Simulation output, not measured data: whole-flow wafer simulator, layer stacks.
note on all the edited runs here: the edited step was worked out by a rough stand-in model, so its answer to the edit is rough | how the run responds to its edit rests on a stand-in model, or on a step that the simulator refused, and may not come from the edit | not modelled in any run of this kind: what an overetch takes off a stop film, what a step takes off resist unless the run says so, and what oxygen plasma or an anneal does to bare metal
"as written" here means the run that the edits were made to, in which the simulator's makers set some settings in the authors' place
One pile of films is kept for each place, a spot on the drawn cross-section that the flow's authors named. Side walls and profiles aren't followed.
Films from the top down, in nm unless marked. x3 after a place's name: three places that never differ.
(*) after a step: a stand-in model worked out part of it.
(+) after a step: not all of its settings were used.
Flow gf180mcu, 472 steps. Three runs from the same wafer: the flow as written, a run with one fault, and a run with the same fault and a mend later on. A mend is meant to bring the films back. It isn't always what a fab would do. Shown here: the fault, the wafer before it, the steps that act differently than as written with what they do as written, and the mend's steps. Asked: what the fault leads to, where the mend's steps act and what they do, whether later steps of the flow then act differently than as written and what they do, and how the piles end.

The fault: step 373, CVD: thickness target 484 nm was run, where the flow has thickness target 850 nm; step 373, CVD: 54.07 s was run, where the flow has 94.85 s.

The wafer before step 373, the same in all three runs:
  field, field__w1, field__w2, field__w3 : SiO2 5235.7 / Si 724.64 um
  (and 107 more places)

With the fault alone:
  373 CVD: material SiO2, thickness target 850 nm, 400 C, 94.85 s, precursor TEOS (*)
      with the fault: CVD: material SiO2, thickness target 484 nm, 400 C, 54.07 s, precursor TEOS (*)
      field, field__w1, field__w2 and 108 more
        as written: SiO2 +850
        with the fault: SiO2 +492.4
  Later steps of the flow that act differently than as written (6 more steps differ only slightly, by at most 2% or 0.5 nm, whichever is larger, and aren't shown):
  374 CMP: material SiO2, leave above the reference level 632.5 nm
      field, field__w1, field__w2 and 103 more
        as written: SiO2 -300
        with the fault: nothing
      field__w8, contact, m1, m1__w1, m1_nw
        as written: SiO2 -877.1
        with the fault: SiO2 -519.4
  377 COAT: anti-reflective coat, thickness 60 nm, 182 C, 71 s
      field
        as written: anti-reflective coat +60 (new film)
        with the fault: anti-reflective coat +82.9 (new film)
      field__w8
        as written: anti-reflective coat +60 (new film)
        with the fault: anti-reflective coat +28.9 (new film)
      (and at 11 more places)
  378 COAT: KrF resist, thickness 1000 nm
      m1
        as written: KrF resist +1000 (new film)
        with the fault: KrF resist +978.4 (new film)
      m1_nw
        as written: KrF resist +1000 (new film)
        with the fault: KrF resist +976.2 (new film)
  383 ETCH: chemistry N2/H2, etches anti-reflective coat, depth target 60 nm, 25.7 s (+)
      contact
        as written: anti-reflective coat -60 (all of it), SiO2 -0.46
        with the fault: anti-reflective coat -31 (all of it), SiO2 -1.21
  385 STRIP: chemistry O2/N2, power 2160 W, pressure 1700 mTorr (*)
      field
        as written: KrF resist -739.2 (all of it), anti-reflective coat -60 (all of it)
        with the fault: KrF resist -728.2 (all of it), anti-reflective coat -82.9 (all of it)
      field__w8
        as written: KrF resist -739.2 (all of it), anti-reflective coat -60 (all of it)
        with the fault: KrF resist -733.1 (all of it), anti-reflective coat -28.9 (all of it)
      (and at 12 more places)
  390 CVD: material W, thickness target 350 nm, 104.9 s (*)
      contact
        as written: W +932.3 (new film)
        with the fault: W +874.1 (new film)
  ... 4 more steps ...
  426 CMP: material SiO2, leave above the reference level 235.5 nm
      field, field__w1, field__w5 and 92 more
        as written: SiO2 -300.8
        with the fault: SiO2 -288.2
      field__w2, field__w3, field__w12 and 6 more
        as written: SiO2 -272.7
        with the fault: SiO2 -259.4
  At the end the piles differ from the flow's by more than 2% or 0.5 nm, whichever is larger, at field, field__w1, field__w2 and 109 more.
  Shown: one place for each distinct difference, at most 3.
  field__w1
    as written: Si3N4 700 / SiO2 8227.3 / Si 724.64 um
    with the fault: Si3N4 700 / SiO2 2458 / TiN 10 / Ti 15 / SiO2 5728 / Si 724.64 um
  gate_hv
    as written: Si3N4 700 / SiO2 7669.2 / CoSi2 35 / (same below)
    with the fault: Si3N4 700 / SiO2 2458 / TiN 10 / Ti 15 / SiO2 5169.9 / CoSi2 35 / (same below)
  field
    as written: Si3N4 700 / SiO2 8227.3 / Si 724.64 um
    with the fault: Si3N4 700 / SiO2 2458 / TiN 10 / Ti 15 / SiO2 5728.1 / Si 724.64 um

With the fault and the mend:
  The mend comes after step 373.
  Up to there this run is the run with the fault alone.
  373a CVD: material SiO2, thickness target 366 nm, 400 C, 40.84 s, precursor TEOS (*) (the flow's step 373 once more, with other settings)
      field, field__w1, field__w2 and 108 more
        SiO2 +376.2
  Later steps of the flow that act differently than as written:
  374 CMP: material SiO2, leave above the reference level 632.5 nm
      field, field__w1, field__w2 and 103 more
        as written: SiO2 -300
        with the mend: SiO2 -318.5
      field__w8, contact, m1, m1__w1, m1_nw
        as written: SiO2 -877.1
        with the mend: SiO2 -895.6
  At the end the piles are the same as the flow's at every place that both follow.
